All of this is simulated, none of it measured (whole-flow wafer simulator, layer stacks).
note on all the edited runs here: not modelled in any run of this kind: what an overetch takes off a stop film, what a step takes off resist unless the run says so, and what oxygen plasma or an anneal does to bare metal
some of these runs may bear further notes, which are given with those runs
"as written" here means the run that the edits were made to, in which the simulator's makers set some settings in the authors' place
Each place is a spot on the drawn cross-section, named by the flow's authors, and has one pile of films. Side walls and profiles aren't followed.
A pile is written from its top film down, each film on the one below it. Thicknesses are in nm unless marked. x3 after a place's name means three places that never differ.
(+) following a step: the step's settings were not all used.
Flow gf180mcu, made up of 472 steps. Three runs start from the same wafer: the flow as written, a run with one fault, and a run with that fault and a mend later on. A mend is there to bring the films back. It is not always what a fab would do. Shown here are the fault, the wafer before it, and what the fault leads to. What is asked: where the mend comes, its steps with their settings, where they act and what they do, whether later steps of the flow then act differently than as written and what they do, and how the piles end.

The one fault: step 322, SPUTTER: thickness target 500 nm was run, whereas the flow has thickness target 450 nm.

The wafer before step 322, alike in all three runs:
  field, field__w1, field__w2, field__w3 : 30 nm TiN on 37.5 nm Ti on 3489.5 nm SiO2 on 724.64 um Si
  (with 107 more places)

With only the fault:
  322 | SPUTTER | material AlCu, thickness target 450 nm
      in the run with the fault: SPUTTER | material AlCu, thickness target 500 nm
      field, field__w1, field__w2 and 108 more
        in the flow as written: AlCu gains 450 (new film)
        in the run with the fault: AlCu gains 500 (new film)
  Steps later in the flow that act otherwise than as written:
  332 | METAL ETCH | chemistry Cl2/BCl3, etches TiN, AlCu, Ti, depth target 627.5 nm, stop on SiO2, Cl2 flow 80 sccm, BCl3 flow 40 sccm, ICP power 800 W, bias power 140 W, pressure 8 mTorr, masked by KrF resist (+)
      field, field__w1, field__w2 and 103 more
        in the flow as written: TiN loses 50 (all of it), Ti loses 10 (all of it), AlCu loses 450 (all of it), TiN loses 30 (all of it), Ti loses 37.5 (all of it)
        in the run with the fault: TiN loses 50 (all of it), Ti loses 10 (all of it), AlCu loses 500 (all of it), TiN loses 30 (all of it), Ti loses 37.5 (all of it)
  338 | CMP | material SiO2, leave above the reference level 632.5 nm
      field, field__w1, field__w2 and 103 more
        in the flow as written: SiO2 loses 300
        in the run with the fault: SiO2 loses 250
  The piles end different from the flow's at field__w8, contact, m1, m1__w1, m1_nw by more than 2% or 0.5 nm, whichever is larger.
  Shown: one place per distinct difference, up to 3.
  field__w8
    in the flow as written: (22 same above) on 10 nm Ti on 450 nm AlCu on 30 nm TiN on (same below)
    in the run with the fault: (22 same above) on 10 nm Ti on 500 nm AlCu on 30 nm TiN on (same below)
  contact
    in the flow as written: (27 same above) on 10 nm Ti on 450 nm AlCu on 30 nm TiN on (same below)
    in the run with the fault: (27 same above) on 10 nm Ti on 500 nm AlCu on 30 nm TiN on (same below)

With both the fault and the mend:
  After step 322 comes the mend.
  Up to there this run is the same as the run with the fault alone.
  322a | METAL ETCH | chemistry Cl2/BCl3, etches TiN, AlCu, Ti, depth target 50 nm, Cl2 flow 80 sccm, BCl3 flow 40 sccm, ICP power 800 W, bias power 140 W, pressure 8 mTorr (a further turn of the flow's step 260, with different settings)
      field, field__w1, field__w2 and 108 more
        AlCu loses 50
  Later steps of the flow that are run all act as written at every place that is followed.
  The piles end the same as the flow's at every place that both follow.
